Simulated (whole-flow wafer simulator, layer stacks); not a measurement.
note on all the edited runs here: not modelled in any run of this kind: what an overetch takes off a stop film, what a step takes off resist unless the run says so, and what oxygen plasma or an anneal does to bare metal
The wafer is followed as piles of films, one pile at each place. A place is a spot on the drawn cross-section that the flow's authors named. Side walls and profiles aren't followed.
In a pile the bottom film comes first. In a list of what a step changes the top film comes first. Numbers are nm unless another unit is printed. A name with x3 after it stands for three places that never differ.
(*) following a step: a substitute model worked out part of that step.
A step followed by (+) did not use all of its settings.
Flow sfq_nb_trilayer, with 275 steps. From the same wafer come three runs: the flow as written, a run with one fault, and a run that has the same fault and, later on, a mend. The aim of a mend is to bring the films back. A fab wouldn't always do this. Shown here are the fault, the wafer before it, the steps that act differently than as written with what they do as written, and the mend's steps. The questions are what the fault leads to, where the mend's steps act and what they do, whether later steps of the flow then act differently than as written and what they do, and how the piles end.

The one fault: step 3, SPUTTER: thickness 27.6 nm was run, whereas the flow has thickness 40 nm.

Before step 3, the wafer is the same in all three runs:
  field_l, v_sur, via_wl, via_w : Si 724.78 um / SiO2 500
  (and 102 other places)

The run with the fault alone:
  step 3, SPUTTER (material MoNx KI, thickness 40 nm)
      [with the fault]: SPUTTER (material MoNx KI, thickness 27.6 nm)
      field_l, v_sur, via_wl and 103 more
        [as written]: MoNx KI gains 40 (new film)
        [with the fault]: MoNx KI gains 27.6 (new film)
  Steps later in the flow that act otherwise than as written (9 more steps, not shown, differ only slightly: by at most 2% or 0.5 nm, whichever is larger):
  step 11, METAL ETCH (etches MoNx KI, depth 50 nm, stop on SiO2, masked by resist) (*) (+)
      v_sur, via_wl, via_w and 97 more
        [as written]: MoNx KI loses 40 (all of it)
        [with the fault]: MoNx KI loses 27.6 (all of it)
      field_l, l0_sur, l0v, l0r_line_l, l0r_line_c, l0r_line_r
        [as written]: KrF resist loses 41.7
        [with the fault]: KrF resist loses 34.5
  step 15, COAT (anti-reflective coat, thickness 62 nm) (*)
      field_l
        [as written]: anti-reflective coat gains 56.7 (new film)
        [with the fault]: anti-reflective coat gains 58.2 (new film)
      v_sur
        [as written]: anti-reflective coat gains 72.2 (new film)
        [with the fault]: anti-reflective coat gains 69.1 (new film)
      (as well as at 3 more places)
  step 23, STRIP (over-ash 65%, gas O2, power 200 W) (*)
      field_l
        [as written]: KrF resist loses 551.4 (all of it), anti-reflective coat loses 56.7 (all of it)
        [with the fault]: KrF resist loses 554.1 (all of it), anti-reflective coat loses 58.2 (all of it)
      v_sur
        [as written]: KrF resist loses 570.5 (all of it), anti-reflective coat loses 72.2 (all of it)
        [with the fault]: KrF resist loses 566.9 (all of it), anti-reflective coat loses 69.1 (all of it)
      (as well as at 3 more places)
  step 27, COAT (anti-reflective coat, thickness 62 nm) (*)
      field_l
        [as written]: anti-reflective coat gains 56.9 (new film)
        [with the fault]: anti-reflective coat gains 58.3 (new film)
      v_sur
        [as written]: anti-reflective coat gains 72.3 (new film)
        [with the fault]: anti-reflective coat gains 69.1 (new film)
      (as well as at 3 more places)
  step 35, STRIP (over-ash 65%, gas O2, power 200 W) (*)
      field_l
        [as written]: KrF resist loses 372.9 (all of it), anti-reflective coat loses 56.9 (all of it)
        [with the fault]: KrF resist loses 375.8 (all of it), anti-reflective coat loses 58.3 (all of it)
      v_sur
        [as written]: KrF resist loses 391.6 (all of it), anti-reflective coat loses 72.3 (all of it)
        [with the fault]: KrF resist loses 388.7 (all of it), anti-reflective coat loses 69.1 (all of it)
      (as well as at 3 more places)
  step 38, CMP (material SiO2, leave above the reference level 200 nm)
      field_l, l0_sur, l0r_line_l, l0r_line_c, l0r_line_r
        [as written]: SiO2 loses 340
        [with the fault]: SiO2 loses 327.6
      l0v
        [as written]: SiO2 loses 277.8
        [with the fault]: SiO2 loses 265.4
  At field_l, l0_sur, l0v, l0r_line_l, l0r_line_c, l0r_line_r, the piles at the end differ from the flow's by more than 2% or 0.5 nm, whichever is larger.
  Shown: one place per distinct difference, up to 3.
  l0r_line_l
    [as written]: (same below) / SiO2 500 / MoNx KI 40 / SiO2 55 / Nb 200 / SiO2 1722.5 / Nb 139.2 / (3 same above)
    [with the fault]: (same below) / SiO2 500 / MoNx KI 27.6 / SiO2 55 / Nb 200 / SiO2 1734.9 / Nb 139.2 / (3 same above)
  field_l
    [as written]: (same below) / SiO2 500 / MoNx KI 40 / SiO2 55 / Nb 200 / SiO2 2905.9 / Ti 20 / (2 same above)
    [with the fault]: (same below) / SiO2 500 / MoNx KI 27.6 / SiO2 55 / Nb 200 / SiO2 2918.3 / Ti 20 / (2 same above)
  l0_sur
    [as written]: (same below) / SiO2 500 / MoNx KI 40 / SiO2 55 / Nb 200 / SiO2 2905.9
    [with the fault]: (same below) / SiO2 500 / MoNx KI 27.6 / SiO2 55 / Nb 200 / SiO2 2918.3

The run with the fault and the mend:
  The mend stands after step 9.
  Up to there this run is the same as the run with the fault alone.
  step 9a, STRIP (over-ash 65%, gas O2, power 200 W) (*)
      v_sur, via_wl, via_w and 97 more
        anti-reflective coat loses 62 (all of it)
      field_l, l0_sur, l0v, l0r_line_l, l0r_line_c, l0r_line_r
        KrF resist loses 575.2 (all of it), anti-reflective coat loses 62 (all of it)
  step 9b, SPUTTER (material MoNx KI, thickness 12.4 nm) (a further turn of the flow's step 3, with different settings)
      field_l, v_sur, via_wl and 103 more
        MoNx KI gains 12.4
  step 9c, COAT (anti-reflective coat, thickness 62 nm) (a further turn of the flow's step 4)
      field_l, v_sur, via_wl and 103 more
        anti-reflective coat gains 62 (new film)
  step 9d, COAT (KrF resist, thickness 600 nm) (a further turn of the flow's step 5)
      field_l, v_sur, via_wl and 103 more
        KrF resist gains 600 (new film)
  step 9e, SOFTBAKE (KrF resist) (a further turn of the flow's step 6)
      does not change any film at any place that is followed
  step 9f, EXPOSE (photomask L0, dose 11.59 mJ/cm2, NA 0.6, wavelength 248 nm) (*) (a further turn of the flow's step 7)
      does not change any film at any place that is followed
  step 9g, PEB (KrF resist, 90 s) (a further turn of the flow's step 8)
      field_l, v_sur, via_wl and 103 more
        KrF resist loses 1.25
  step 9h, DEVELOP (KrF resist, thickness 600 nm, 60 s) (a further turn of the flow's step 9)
      v_sur, via_wl, via_w and 97 more
        KrF resist loses 598.7 (all of it)
      field_l, l0_sur, l0v, l0r_line_l, l0r_line_c, l0r_line_r
        KrF resist loses 23.5
  Every later step of the flow that is run acts as written at every place that is followed.
  At every place that both follow, the piles at the end match the flow's.
